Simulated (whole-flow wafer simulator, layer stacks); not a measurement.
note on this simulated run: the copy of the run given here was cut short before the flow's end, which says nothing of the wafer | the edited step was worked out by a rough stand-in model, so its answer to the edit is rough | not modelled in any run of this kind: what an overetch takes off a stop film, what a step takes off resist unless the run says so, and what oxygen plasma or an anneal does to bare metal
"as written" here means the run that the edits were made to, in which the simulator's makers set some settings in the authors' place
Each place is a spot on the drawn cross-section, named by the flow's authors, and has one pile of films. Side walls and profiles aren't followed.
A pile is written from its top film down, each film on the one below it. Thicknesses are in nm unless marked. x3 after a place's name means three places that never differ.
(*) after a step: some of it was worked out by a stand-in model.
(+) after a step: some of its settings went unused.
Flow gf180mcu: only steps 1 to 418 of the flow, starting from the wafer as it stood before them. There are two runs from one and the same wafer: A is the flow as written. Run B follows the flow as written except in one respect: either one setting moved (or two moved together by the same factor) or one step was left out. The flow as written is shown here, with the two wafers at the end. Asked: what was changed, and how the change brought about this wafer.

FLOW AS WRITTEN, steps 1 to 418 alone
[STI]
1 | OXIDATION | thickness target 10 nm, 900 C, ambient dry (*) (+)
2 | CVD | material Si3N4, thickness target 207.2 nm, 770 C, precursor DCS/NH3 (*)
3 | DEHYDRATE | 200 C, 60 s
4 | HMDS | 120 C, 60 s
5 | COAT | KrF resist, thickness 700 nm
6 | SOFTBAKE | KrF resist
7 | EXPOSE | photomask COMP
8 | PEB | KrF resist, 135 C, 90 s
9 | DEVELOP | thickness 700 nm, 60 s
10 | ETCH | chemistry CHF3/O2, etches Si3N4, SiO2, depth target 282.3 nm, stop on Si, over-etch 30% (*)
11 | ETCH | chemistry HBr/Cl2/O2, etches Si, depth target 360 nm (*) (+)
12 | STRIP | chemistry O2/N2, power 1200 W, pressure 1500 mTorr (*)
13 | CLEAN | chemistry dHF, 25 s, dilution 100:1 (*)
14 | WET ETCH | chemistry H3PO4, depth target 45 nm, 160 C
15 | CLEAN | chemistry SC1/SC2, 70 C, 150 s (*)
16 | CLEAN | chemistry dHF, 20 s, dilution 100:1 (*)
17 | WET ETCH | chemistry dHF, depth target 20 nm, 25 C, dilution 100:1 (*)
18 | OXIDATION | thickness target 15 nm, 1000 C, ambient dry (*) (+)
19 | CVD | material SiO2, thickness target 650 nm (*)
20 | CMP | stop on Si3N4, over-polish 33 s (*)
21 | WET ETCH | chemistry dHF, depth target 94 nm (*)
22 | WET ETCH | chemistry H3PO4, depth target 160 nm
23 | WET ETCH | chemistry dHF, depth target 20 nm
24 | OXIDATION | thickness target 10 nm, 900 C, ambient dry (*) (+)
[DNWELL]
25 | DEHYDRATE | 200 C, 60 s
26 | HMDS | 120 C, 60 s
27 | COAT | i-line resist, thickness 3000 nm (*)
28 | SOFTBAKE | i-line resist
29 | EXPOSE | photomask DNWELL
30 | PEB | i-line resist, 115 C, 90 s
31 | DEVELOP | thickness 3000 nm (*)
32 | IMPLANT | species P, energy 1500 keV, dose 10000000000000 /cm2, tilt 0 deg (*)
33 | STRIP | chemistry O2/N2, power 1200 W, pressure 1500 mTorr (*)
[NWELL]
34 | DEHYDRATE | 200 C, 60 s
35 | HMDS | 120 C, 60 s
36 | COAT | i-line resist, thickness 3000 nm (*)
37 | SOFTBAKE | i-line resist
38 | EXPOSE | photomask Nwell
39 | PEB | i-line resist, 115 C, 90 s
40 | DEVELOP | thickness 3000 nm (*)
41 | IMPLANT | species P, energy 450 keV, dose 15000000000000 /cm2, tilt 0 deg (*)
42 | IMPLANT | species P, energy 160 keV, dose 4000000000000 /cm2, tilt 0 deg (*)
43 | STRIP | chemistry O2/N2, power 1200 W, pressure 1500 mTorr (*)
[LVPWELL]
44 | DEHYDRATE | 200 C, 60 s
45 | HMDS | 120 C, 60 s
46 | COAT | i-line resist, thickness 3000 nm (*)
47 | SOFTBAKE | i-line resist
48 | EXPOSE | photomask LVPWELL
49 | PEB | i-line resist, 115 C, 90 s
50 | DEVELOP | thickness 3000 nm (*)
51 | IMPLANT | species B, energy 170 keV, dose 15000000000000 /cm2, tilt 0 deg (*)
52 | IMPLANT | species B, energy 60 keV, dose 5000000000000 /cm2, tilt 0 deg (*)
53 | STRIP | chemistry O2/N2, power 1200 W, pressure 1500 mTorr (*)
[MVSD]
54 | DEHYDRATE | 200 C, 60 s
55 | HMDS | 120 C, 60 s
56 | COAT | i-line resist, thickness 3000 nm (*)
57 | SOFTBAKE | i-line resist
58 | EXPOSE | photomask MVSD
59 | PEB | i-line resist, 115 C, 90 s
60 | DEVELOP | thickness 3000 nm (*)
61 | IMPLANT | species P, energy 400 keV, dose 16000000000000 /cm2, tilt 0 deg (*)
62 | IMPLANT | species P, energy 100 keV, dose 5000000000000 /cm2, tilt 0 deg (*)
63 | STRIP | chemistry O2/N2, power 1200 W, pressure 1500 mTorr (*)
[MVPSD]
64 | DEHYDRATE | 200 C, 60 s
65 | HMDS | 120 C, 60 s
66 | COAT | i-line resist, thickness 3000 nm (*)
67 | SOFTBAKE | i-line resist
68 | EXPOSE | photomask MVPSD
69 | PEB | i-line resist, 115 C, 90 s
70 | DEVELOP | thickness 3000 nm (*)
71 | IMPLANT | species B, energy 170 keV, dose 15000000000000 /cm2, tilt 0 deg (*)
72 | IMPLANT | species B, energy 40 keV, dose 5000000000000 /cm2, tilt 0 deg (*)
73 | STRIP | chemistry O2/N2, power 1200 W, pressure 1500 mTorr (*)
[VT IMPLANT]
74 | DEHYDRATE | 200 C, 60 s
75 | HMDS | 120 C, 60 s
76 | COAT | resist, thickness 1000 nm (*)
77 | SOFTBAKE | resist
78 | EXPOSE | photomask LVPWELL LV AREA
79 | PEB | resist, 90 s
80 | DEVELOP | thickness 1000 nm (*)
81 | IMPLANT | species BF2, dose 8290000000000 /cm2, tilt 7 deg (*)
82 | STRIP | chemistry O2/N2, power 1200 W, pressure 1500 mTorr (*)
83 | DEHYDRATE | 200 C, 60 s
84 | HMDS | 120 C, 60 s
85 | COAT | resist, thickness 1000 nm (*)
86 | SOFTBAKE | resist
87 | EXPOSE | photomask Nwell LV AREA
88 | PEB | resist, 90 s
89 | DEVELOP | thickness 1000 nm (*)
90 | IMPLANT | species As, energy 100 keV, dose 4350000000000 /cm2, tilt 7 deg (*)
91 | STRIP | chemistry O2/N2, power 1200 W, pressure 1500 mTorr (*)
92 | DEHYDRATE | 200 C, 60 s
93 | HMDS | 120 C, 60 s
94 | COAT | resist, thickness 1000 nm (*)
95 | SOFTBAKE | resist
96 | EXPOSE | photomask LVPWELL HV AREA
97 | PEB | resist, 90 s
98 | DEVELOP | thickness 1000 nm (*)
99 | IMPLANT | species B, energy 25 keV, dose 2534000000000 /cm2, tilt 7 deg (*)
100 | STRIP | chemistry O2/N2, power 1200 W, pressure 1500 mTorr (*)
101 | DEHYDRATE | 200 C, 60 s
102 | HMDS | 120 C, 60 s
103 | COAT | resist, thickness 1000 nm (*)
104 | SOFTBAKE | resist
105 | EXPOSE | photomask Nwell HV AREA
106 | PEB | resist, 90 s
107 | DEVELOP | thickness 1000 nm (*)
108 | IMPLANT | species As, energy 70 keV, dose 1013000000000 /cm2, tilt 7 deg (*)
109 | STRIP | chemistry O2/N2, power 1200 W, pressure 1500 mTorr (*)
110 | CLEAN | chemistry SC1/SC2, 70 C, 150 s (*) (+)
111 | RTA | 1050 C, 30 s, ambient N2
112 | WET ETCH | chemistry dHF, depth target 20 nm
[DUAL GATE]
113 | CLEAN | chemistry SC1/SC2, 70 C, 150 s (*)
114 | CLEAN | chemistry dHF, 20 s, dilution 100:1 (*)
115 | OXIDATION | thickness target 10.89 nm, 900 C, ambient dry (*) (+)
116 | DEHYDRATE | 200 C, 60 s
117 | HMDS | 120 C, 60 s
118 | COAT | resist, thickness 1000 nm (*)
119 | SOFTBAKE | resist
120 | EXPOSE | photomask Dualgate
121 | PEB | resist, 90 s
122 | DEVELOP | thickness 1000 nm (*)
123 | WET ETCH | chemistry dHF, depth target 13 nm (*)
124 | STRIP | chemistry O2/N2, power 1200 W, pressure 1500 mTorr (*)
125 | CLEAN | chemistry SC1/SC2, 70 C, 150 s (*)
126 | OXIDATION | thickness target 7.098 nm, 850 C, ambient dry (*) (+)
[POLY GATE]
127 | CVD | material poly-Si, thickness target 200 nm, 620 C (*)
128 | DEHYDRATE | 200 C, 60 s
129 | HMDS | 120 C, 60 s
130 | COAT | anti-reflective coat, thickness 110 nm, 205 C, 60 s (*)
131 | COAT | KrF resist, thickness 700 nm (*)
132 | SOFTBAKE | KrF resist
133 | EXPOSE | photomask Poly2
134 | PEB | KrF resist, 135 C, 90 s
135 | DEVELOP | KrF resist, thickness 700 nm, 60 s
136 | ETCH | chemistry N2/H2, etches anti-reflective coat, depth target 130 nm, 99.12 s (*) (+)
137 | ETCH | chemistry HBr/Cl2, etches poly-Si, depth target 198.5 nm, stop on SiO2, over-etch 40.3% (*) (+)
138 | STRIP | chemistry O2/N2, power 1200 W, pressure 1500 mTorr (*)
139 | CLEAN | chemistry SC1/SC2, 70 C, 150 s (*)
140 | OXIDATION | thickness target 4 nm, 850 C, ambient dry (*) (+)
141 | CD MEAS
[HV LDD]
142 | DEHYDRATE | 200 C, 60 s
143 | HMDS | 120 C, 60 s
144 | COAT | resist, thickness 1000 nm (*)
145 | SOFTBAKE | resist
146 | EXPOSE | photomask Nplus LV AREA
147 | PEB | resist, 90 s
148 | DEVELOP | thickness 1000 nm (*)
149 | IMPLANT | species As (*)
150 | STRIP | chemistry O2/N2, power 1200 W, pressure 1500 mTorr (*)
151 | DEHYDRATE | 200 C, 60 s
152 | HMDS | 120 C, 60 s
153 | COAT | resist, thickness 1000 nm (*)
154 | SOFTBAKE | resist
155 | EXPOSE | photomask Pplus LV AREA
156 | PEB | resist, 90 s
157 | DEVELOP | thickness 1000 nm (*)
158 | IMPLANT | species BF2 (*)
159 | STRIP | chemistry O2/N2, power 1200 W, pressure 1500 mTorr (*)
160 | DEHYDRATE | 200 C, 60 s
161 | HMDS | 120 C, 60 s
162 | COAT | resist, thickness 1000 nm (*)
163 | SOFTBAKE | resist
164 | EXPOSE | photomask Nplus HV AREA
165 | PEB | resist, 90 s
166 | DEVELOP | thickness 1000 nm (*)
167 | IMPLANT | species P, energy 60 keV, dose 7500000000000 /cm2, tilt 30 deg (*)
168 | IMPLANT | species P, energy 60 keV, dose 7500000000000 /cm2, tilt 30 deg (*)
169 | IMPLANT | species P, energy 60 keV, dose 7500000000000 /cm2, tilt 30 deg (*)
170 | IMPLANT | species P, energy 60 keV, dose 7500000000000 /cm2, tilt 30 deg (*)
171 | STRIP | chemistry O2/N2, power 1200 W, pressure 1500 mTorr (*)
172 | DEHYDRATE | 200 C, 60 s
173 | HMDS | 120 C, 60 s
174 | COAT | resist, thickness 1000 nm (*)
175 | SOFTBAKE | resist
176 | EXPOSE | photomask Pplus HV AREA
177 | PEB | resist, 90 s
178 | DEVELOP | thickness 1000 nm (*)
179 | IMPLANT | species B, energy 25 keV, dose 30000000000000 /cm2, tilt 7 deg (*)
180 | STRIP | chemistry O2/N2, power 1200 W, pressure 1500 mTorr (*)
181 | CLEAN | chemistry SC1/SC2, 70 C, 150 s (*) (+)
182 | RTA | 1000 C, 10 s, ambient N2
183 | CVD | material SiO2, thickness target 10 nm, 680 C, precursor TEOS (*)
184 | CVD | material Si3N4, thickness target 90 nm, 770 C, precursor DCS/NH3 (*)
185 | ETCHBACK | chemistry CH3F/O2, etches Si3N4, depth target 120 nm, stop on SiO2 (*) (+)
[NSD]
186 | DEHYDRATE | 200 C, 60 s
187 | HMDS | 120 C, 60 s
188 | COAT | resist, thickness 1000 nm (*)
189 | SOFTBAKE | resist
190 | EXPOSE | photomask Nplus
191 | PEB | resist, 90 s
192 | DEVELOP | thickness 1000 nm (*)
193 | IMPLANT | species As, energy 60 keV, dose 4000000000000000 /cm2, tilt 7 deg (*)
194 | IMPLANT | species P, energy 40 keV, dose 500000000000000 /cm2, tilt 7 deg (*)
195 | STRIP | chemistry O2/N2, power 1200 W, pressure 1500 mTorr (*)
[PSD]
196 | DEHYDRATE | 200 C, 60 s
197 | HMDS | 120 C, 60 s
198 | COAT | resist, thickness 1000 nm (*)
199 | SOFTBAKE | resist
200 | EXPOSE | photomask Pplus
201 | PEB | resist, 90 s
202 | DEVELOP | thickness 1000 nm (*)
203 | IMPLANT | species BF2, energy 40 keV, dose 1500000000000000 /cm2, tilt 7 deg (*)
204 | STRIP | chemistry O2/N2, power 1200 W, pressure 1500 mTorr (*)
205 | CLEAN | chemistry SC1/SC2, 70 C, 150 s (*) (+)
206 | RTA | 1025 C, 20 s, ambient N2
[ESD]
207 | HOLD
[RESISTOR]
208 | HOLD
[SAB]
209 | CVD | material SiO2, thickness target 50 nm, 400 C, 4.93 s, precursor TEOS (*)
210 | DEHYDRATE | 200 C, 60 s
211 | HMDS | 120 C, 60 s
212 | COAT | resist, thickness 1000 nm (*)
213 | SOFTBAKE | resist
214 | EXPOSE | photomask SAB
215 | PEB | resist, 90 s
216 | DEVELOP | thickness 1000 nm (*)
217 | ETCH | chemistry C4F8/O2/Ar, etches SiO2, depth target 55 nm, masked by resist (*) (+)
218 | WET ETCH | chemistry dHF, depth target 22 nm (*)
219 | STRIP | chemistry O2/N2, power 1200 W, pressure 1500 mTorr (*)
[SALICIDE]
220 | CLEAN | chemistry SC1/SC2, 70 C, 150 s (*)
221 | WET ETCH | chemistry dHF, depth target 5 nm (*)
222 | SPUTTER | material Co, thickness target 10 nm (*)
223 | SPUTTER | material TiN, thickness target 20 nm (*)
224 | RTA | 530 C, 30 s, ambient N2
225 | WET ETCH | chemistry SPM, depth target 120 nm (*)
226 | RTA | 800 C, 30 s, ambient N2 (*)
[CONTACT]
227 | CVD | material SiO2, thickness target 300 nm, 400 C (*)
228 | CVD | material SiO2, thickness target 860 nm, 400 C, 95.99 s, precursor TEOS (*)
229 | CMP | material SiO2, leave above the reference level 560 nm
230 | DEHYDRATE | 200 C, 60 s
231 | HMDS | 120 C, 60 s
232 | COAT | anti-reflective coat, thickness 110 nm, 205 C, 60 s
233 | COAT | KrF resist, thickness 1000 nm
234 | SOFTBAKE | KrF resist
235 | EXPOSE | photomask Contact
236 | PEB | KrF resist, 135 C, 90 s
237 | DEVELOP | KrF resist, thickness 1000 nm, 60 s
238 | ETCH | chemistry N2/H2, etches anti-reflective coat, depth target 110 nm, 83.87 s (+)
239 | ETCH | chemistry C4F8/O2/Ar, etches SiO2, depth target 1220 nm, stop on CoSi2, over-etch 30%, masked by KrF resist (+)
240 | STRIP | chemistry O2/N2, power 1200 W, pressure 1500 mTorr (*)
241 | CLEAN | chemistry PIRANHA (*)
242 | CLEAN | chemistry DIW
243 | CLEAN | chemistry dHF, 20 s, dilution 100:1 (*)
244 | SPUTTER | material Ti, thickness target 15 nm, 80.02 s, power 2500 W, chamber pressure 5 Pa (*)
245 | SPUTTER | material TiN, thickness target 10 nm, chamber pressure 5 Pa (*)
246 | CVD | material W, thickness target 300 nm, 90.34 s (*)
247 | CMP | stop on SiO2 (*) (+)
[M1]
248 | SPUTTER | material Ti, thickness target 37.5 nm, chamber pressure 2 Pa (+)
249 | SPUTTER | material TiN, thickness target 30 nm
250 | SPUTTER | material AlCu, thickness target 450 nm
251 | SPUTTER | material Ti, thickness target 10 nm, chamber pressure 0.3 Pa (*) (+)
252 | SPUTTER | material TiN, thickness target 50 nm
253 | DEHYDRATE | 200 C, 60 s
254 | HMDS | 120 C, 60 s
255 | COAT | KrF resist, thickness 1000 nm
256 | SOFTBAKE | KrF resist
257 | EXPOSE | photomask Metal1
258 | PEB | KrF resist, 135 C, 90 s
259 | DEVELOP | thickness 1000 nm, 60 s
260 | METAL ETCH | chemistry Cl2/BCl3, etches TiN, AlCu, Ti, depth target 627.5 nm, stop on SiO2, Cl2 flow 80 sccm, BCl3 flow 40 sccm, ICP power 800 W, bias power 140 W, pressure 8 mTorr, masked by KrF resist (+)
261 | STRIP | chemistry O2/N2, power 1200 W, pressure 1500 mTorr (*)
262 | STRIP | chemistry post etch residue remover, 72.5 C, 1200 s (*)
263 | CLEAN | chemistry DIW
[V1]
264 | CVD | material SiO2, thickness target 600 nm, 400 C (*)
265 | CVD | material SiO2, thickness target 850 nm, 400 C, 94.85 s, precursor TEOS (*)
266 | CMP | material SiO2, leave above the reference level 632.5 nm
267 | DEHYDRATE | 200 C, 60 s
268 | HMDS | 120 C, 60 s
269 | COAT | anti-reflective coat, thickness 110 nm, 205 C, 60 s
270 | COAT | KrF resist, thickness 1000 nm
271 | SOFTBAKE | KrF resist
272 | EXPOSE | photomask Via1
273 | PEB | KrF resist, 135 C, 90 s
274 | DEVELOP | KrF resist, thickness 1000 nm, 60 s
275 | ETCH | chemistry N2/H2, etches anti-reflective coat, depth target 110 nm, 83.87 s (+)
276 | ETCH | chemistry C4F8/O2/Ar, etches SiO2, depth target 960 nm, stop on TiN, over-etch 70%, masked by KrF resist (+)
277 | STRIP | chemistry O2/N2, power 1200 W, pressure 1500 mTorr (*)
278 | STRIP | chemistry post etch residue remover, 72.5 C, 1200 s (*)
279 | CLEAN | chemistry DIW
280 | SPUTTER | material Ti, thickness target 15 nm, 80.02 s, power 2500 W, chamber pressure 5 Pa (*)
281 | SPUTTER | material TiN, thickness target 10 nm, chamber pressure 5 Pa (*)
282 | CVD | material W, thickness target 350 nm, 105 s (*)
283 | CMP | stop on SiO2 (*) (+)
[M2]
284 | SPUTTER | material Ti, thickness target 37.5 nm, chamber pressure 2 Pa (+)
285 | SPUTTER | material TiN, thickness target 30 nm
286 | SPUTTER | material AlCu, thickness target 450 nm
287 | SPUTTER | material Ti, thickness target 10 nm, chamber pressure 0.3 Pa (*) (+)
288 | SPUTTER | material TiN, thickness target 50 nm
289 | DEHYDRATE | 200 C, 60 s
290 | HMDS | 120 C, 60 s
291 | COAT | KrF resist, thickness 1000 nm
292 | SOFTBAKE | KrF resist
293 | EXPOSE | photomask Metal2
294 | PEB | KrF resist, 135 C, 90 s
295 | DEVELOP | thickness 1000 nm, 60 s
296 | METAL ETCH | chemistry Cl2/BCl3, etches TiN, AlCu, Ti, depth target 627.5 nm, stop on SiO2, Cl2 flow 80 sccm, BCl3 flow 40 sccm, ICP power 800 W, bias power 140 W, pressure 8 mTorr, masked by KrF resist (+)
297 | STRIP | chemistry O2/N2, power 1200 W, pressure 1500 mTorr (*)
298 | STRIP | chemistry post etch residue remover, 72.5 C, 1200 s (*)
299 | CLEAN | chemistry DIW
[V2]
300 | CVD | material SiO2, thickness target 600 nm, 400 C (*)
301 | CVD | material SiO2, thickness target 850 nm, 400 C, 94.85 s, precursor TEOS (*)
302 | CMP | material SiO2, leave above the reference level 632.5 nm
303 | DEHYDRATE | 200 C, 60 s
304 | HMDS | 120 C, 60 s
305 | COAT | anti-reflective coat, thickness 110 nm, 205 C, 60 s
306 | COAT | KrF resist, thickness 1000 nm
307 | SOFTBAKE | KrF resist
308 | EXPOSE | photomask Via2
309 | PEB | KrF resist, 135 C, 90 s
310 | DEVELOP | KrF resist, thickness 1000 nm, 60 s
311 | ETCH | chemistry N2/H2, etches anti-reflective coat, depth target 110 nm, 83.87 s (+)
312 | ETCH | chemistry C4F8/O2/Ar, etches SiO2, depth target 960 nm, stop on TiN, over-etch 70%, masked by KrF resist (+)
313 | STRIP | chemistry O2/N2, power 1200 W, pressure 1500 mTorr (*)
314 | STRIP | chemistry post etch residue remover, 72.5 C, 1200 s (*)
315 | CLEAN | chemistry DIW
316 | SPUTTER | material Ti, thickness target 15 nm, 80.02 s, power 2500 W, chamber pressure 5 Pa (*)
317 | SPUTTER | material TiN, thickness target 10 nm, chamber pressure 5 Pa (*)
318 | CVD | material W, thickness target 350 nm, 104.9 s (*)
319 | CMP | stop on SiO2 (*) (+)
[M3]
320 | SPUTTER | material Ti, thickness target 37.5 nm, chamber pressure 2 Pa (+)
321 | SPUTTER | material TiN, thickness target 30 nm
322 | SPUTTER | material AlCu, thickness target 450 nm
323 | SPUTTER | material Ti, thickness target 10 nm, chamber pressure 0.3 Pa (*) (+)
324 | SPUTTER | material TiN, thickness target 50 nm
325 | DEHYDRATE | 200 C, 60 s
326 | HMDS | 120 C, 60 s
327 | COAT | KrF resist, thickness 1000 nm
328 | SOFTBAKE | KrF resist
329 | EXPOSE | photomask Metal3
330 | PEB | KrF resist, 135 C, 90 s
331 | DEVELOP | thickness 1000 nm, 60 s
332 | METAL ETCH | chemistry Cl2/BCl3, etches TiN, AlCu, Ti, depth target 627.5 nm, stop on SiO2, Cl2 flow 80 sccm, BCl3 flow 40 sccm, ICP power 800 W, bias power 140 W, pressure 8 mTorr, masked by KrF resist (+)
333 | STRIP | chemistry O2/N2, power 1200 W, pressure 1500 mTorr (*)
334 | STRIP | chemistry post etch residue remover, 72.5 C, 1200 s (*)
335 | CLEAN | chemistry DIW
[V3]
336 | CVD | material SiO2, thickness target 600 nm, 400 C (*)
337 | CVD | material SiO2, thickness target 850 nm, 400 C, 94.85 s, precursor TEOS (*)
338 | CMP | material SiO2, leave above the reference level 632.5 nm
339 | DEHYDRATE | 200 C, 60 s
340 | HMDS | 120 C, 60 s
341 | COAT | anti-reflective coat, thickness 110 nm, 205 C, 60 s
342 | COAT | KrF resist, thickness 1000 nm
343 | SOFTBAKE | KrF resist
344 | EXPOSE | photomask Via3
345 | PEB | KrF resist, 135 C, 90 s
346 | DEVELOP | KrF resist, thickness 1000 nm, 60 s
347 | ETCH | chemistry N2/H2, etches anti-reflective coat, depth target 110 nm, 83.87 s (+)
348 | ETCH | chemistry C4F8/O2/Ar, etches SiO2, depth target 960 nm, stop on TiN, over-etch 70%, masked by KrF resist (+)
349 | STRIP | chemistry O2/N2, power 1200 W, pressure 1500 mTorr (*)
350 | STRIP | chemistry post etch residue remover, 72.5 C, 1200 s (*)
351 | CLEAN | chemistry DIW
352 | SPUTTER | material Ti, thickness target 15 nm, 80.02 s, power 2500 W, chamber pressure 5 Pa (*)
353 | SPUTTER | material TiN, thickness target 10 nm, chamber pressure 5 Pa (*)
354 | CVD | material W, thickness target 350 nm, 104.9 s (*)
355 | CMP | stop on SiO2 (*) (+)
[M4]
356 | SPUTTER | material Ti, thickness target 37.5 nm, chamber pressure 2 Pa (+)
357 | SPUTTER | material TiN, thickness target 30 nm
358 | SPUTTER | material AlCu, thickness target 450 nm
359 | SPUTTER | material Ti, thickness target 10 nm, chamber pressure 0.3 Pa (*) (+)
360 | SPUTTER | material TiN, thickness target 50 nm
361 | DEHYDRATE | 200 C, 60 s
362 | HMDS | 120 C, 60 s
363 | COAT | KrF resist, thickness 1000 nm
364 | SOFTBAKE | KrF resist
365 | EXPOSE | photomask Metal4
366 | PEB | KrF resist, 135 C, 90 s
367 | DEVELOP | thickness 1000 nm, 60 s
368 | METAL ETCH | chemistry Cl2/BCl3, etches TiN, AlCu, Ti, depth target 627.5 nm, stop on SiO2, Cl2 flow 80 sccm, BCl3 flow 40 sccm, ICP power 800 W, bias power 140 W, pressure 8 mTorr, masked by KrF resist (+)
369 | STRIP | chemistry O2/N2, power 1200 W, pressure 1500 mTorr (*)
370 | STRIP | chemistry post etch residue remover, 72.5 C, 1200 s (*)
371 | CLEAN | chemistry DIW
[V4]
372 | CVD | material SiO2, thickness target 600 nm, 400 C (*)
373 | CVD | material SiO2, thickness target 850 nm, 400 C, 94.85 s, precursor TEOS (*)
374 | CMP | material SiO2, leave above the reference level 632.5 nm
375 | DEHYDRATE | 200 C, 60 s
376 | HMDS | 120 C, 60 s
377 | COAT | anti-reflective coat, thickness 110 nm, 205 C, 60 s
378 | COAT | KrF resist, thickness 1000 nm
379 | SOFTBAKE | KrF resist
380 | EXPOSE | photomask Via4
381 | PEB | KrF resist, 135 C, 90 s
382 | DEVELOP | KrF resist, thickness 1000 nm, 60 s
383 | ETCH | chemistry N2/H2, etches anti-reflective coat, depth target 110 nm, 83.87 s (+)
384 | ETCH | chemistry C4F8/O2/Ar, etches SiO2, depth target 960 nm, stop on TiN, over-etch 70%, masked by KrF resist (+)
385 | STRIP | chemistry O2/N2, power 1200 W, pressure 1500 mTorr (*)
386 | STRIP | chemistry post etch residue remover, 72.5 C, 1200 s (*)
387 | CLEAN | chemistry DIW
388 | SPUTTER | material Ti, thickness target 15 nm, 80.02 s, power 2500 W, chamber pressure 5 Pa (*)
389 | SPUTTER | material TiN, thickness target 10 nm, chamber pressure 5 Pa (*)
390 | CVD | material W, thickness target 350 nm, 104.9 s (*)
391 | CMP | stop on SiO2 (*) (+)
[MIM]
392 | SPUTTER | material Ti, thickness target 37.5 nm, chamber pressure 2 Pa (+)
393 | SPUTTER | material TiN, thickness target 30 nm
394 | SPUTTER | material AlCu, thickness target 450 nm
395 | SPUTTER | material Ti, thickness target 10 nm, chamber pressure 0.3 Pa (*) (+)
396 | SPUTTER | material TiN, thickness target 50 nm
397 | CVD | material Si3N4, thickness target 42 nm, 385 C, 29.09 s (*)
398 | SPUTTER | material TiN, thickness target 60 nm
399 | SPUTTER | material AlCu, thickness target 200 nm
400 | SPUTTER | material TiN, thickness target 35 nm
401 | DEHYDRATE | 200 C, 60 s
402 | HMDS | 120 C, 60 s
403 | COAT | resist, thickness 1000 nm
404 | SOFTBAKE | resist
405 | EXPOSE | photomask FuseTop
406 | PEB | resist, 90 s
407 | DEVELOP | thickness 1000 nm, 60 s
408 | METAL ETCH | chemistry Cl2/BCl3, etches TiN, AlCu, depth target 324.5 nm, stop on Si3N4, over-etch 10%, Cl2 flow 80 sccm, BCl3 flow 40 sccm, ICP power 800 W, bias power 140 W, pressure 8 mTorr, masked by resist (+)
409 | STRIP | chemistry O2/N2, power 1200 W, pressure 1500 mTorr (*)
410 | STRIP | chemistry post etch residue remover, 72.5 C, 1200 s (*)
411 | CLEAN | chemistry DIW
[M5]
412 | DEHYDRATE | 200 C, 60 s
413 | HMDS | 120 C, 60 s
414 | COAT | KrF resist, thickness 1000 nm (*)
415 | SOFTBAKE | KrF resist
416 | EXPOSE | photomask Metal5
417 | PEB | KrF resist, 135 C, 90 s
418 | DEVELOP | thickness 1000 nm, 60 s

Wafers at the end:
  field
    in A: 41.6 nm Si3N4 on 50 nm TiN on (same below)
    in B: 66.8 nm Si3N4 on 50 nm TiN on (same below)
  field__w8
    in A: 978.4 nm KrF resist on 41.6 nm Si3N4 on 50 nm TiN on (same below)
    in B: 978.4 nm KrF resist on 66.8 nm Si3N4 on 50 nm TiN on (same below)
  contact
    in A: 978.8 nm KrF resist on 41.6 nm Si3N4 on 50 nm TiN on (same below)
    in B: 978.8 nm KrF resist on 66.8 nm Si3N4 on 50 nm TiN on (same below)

Cause: step 397, CVD: 46.54 s was run, while the flow as written has 29.09 s.

The path from the change to this, step by step:
  397 | CVD | material Si3N4, thickness target 42 nm, 385 C, 29.09 s (*)
      field, field__w1, field__w2 and 108 more: A Si3N4 gains 42 (new film) | B Si3N4 gains 67.1 (new film)
